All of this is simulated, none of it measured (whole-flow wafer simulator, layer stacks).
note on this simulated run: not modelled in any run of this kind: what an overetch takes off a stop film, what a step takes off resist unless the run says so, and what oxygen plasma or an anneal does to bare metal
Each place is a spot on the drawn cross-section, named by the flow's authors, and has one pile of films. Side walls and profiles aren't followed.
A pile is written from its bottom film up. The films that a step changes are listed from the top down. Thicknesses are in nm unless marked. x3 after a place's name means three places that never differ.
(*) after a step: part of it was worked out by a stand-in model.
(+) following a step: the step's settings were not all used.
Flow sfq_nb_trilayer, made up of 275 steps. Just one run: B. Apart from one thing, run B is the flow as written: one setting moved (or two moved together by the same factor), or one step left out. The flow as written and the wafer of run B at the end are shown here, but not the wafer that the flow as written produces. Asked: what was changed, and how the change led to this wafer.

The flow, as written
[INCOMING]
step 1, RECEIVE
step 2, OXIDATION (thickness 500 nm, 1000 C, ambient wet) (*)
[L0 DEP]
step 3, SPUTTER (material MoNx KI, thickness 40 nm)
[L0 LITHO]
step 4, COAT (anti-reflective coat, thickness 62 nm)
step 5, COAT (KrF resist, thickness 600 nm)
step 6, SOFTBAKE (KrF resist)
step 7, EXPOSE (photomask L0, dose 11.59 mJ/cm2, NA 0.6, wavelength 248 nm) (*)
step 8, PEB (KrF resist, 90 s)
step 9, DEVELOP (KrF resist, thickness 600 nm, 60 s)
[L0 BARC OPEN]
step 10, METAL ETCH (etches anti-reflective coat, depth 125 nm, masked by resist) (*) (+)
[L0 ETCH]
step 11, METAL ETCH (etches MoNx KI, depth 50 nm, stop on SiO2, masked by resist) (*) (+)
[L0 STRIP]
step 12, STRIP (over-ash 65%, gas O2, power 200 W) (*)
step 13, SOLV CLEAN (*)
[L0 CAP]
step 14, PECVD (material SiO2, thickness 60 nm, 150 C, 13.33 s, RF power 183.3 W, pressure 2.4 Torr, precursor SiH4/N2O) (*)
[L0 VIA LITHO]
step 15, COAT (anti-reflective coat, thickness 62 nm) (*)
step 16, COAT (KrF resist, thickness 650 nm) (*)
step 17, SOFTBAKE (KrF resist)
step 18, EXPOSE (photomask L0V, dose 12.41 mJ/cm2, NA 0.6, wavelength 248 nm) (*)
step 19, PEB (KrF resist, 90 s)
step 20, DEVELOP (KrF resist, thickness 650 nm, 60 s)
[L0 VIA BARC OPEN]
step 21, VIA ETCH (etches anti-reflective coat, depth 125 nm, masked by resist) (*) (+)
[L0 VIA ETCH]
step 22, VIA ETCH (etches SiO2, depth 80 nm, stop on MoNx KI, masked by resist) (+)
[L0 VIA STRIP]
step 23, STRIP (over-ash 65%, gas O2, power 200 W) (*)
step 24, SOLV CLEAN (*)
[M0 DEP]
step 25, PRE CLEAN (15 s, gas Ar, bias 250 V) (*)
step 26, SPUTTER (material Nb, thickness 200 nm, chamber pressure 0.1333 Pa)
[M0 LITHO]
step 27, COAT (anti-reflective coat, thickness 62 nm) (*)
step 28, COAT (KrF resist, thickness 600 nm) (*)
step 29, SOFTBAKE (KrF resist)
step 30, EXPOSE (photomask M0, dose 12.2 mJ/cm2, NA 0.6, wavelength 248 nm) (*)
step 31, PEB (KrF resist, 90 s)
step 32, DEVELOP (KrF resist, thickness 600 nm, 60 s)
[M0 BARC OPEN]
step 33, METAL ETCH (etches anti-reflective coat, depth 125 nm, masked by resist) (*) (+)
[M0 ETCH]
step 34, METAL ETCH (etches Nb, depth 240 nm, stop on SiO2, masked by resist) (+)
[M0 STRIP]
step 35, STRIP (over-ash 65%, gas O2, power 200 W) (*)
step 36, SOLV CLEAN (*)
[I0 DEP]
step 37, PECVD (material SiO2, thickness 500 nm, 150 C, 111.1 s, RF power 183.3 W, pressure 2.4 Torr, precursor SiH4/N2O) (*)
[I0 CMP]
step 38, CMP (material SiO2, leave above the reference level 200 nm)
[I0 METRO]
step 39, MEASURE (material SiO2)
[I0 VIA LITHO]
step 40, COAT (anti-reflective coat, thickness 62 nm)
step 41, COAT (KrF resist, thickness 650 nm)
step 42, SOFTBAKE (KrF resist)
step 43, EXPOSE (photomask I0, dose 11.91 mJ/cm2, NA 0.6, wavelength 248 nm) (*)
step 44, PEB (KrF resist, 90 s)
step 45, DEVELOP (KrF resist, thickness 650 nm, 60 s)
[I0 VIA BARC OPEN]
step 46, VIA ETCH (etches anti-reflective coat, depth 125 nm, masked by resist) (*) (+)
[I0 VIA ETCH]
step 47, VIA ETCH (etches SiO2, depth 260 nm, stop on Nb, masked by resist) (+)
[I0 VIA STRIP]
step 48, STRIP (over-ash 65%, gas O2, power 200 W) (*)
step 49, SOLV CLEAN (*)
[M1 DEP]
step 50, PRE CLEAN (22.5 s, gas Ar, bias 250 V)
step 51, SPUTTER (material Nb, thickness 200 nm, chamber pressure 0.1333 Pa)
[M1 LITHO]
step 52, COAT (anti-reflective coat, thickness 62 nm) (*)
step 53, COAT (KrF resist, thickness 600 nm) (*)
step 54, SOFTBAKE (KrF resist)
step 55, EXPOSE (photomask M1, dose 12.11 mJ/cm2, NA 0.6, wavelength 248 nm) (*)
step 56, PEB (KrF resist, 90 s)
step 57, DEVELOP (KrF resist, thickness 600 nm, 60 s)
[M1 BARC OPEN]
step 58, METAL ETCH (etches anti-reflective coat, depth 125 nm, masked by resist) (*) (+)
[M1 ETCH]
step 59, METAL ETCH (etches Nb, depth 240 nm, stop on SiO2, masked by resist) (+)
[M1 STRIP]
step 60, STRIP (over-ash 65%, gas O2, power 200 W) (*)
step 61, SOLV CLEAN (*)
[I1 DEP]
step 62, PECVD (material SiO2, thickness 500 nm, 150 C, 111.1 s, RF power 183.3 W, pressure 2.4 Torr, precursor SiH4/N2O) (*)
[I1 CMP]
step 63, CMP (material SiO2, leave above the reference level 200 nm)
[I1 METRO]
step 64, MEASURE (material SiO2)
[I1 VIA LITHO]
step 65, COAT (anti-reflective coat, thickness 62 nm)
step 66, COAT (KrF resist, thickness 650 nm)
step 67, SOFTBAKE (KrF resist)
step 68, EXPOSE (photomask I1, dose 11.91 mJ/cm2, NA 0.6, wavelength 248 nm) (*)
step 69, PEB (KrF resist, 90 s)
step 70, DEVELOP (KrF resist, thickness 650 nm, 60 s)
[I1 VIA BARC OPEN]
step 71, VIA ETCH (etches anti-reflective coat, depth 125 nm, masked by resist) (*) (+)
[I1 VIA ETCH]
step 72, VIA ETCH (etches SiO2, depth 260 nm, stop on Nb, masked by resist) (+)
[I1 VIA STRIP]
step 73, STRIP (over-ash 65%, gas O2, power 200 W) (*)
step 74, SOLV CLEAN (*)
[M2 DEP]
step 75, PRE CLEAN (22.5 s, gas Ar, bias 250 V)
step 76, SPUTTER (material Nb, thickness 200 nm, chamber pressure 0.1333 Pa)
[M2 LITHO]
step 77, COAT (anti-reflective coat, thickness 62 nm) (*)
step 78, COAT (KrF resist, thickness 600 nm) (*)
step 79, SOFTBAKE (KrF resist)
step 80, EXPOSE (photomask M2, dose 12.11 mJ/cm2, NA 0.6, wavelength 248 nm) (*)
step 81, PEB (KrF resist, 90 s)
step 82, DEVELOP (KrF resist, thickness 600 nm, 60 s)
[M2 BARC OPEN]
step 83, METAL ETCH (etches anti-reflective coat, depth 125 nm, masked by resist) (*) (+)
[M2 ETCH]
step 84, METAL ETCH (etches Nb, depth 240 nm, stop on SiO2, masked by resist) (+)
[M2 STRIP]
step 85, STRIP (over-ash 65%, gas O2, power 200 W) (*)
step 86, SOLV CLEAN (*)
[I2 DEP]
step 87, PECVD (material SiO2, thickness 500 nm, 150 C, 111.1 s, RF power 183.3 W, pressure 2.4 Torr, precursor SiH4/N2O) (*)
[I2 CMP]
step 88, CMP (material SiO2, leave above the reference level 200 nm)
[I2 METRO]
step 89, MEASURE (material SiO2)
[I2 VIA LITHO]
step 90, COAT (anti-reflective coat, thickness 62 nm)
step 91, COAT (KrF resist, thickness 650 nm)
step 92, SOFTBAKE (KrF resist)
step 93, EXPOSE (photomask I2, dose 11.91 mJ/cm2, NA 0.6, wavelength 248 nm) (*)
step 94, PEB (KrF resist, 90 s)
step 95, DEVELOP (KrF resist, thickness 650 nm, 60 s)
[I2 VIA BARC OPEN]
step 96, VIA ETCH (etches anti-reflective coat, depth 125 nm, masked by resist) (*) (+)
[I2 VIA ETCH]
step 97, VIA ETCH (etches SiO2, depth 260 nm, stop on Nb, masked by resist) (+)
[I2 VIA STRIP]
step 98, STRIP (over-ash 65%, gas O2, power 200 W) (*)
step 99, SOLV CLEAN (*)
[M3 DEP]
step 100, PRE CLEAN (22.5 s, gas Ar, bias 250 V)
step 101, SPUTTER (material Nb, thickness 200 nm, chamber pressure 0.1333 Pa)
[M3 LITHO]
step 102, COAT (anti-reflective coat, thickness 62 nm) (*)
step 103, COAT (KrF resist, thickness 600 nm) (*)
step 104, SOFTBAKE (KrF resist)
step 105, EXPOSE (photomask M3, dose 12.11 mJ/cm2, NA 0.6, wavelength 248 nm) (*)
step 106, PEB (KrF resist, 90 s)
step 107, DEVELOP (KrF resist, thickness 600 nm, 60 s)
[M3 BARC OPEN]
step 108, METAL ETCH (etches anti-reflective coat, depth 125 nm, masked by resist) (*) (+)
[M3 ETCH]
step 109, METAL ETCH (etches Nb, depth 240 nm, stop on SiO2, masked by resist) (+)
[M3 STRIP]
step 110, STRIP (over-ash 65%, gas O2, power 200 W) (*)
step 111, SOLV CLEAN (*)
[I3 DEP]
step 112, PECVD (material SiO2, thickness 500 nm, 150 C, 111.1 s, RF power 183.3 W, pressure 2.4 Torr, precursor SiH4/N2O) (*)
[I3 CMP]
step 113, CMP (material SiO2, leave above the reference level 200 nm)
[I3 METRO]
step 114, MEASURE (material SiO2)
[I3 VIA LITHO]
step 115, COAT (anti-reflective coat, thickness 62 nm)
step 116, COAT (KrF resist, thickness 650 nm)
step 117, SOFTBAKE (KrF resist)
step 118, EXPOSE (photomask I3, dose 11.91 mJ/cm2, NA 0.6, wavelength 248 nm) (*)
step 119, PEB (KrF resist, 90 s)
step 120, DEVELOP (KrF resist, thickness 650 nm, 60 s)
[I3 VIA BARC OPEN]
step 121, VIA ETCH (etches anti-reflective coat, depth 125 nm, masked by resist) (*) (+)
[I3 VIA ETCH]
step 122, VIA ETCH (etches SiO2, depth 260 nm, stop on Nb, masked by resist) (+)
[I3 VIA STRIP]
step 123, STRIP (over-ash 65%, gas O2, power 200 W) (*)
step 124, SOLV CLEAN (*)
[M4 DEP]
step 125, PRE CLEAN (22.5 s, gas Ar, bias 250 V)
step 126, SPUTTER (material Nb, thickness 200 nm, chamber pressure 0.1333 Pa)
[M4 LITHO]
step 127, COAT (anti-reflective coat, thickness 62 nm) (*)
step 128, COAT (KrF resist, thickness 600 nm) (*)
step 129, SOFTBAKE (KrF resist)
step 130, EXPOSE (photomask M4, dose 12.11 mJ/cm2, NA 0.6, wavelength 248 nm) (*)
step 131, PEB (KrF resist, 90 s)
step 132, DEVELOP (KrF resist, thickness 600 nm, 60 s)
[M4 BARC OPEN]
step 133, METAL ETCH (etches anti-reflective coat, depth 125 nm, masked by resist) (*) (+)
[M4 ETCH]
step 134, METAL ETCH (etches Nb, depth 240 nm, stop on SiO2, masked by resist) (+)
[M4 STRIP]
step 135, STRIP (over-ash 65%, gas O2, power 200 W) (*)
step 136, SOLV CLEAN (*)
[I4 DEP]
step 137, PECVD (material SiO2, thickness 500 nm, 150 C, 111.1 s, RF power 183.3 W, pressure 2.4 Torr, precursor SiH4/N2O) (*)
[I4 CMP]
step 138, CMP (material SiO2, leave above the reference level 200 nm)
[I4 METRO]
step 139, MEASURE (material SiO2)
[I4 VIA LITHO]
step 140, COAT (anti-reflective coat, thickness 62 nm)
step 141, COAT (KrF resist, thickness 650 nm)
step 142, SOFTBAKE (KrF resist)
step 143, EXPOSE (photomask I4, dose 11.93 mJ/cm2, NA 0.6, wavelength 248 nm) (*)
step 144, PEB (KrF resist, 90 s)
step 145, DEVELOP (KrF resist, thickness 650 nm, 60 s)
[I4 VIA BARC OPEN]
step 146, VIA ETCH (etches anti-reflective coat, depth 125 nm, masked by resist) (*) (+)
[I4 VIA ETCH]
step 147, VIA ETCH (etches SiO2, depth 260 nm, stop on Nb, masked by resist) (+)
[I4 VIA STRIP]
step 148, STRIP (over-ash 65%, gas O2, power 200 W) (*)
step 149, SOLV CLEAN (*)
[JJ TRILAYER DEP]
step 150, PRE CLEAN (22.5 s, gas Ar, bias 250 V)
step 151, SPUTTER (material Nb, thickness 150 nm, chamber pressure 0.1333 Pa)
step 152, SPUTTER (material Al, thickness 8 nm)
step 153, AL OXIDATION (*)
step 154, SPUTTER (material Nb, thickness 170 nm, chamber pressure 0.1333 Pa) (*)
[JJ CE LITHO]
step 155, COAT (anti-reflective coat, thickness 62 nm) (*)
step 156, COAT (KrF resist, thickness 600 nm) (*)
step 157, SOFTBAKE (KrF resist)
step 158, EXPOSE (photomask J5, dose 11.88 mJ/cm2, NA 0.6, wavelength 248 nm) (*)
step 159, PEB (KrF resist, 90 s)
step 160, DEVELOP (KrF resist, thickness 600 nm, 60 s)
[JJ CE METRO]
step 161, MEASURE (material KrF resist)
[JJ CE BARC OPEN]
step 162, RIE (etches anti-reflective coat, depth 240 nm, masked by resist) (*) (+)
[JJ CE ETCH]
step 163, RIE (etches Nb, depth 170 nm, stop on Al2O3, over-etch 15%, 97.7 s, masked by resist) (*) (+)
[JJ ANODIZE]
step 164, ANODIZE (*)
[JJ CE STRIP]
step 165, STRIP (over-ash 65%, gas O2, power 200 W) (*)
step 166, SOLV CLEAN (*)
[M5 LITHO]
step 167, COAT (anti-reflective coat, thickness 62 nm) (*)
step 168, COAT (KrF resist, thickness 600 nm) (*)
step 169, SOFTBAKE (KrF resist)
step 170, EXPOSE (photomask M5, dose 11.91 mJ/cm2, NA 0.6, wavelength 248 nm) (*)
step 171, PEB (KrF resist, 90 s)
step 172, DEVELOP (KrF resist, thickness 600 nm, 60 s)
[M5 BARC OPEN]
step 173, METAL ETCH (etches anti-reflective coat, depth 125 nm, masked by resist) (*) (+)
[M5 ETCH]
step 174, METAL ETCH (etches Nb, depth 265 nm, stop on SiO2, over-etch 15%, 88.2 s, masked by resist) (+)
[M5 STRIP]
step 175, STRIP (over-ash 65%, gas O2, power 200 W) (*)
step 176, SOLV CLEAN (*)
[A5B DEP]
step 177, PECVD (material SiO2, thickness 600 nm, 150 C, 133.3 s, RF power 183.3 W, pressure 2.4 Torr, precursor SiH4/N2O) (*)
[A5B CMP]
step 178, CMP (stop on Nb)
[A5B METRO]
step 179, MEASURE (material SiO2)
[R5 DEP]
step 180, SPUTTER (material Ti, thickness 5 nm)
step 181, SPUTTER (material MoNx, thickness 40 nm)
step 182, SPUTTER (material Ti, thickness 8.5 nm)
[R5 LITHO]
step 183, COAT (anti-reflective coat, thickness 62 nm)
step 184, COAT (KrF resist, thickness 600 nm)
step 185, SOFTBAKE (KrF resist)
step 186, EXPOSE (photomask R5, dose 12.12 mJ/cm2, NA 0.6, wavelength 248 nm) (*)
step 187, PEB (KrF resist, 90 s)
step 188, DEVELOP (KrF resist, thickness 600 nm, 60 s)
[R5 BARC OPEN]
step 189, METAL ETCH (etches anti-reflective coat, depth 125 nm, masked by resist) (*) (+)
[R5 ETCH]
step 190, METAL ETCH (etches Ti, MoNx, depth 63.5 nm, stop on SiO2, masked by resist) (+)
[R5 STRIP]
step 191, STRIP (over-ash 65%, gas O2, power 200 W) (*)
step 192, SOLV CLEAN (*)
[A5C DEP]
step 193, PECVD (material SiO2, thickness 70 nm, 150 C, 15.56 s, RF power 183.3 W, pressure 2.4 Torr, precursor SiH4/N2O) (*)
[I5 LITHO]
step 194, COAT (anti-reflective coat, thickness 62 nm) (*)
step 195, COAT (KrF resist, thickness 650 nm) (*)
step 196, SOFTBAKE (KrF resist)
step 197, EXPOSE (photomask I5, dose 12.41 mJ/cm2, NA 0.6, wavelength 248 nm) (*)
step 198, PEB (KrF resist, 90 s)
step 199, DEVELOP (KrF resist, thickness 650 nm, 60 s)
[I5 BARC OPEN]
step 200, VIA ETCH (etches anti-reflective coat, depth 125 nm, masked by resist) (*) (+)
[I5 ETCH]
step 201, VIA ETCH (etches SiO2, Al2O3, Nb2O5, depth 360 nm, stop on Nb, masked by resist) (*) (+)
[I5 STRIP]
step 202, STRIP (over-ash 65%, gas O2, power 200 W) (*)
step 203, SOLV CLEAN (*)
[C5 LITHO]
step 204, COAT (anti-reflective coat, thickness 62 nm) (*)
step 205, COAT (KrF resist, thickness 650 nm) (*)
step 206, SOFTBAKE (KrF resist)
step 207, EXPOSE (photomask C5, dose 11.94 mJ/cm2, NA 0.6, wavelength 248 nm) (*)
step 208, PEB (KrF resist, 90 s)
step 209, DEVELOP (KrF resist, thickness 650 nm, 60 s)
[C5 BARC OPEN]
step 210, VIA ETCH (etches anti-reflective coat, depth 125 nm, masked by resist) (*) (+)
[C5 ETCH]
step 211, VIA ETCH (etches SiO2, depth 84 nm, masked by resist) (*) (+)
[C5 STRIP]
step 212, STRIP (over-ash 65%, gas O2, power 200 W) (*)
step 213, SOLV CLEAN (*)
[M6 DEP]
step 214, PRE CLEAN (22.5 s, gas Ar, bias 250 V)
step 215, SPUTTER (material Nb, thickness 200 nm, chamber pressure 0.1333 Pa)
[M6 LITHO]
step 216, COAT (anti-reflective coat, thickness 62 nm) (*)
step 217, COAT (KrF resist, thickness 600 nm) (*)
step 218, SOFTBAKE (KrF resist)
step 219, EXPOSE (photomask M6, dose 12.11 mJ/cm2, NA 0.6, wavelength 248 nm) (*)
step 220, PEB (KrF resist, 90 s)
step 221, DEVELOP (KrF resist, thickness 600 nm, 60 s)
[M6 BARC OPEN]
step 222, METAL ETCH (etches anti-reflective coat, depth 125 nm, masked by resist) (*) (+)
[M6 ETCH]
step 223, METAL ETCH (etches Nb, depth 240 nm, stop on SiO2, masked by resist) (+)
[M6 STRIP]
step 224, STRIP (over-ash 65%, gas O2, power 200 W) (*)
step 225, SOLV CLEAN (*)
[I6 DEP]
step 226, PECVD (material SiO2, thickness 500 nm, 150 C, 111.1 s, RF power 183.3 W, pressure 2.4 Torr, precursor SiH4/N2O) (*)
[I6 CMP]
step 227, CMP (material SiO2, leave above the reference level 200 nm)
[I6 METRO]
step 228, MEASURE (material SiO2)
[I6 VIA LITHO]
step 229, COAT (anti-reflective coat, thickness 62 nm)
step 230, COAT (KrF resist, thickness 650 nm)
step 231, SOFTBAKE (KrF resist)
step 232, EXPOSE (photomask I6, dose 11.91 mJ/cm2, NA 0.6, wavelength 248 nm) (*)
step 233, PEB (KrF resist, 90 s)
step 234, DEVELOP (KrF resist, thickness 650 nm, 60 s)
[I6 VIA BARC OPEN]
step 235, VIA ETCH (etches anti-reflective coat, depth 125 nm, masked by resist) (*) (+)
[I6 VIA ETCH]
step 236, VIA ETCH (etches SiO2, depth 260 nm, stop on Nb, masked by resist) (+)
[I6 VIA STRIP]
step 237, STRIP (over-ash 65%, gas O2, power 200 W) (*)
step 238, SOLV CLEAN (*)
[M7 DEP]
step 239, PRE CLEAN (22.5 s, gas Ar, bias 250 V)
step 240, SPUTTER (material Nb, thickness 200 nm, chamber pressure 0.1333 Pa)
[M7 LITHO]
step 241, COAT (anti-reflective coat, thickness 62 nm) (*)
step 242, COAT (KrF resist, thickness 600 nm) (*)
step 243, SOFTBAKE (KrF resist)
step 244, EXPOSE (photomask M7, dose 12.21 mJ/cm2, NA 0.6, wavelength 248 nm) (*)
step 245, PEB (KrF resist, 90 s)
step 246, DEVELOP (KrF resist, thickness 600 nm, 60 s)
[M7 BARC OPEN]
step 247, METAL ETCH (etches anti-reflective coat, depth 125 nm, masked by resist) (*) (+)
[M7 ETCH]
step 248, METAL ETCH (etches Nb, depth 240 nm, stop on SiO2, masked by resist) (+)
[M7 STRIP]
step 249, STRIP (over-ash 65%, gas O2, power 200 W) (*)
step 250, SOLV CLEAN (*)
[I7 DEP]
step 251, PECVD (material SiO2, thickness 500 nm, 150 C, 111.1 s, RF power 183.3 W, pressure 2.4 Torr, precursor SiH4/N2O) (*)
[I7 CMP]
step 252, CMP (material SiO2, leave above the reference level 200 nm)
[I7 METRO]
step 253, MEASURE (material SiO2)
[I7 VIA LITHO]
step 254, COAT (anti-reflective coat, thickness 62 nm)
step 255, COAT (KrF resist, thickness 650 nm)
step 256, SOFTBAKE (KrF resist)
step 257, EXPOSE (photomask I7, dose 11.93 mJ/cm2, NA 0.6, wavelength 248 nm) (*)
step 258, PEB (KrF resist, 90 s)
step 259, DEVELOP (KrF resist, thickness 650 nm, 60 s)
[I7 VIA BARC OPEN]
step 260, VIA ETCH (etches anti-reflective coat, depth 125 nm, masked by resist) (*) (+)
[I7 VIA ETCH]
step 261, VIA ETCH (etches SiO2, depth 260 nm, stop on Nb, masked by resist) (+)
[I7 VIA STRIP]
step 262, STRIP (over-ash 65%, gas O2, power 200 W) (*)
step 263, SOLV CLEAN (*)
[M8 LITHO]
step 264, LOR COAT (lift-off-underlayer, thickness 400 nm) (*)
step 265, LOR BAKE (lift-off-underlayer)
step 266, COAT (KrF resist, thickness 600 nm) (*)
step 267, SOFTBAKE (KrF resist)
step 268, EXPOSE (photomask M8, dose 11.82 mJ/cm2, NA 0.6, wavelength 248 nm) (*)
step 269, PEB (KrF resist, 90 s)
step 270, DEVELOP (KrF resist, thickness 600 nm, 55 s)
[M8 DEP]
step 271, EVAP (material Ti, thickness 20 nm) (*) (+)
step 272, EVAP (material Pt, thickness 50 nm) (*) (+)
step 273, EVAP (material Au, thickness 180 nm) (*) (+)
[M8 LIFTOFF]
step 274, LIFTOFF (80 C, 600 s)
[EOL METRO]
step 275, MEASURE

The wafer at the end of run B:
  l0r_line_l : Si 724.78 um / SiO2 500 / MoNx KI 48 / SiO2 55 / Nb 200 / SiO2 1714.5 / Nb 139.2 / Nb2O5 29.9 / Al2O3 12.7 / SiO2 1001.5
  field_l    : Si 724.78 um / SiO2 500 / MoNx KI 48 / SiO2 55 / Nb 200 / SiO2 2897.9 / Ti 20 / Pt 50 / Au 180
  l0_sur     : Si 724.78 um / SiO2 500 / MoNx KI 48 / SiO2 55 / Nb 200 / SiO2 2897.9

Cause: step 3, SPUTTER: thickness 48 nm was run, though the flow has thickness 40 nm.
The wafer lets one read it off: l0r_line_l has MoNx KI 48, and step 3 as written asks for 40 nm.

How this came from the change, step by step:
  step 3, SPUTTER (material MoNx KI, thickness 40 nm)
      field_l, v_sur, via_wl and 103 more: +48 MoNx KI (new film) (in the flow as written it would be: +40 MoNx KI (new film))
  step 11, METAL ETCH (etches MoNx KI, depth 50 nm, stop on SiO2, masked by resist) (*) (+)
      v_sur, via_wl, via_w and 97 more: -48 MoNx KI (all of it) (in the flow as written it would be: -40 MoNx KI (all of it))
  step 15, COAT (anti-reflective coat, thickness 62 nm) (*)
      v_sur: +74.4 anti-reflective coat (new film) (in the flow as written it would be: +72.2 anti-reflective coat (new film))
      l0_sur: +53.1 anti-reflective coat (new film) (in the flow as written it would be: +54.2 anti-reflective coat (new film))
      (and at 1 other place as well)
  step 23, STRIP (over-ash 65%, gas O2, power 200 W) (*)
      v_sur: -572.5 KrF resist (all of it), -74.4 anti-reflective coat (all of it) (in the flow as written it would be: -570.5 KrF resist (all of it), -72.2 anti-reflective coat (all of it))
      l0_sur: -551 KrF resist (all of it), -53.1 anti-reflective coat (all of it) (in the flow as written it would be: -552.8 KrF resist (all of it), -54.2 anti-reflective coat (all of it))
      (and at 1 other place as well)
  step 27, COAT (anti-reflective coat, thickness 62 nm) (*)
      v_sur: +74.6 anti-reflective coat (new film) (in the flow as written it would be: +72.3 anti-reflective coat (new film))
      l0r_space_c: +81.2 anti-reflective coat (new film) (in the flow as written it would be: +78 anti-reflective coat (new film))
  step 35, STRIP (over-ash 65%, gas O2, power 200 W) (*)
      v_sur: -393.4 KrF resist (all of it), -74.6 anti-reflective coat (all of it) (in the flow as written it would be: -391.6 KrF resist (all of it), -72.3 anti-reflective coat (all of it))
      l0r_space_c: -400.7 KrF resist (all of it), -81.2 anti-reflective coat (all of it) (in the flow as written it would be: -397.6 KrF resist (all of it), -78 anti-reflective coat (all of it))
  step 38, CMP (material SiO2, leave above the reference level 200 nm)
      field_l, l0_sur, l0r_line_l, l0r_line_c, l0r_line_r: -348 SiO2 (in the flow as written it would be: -340 SiO2)
      l0v: -285.8 SiO2 (in the flow as written it would be: -277.8 SiO2)
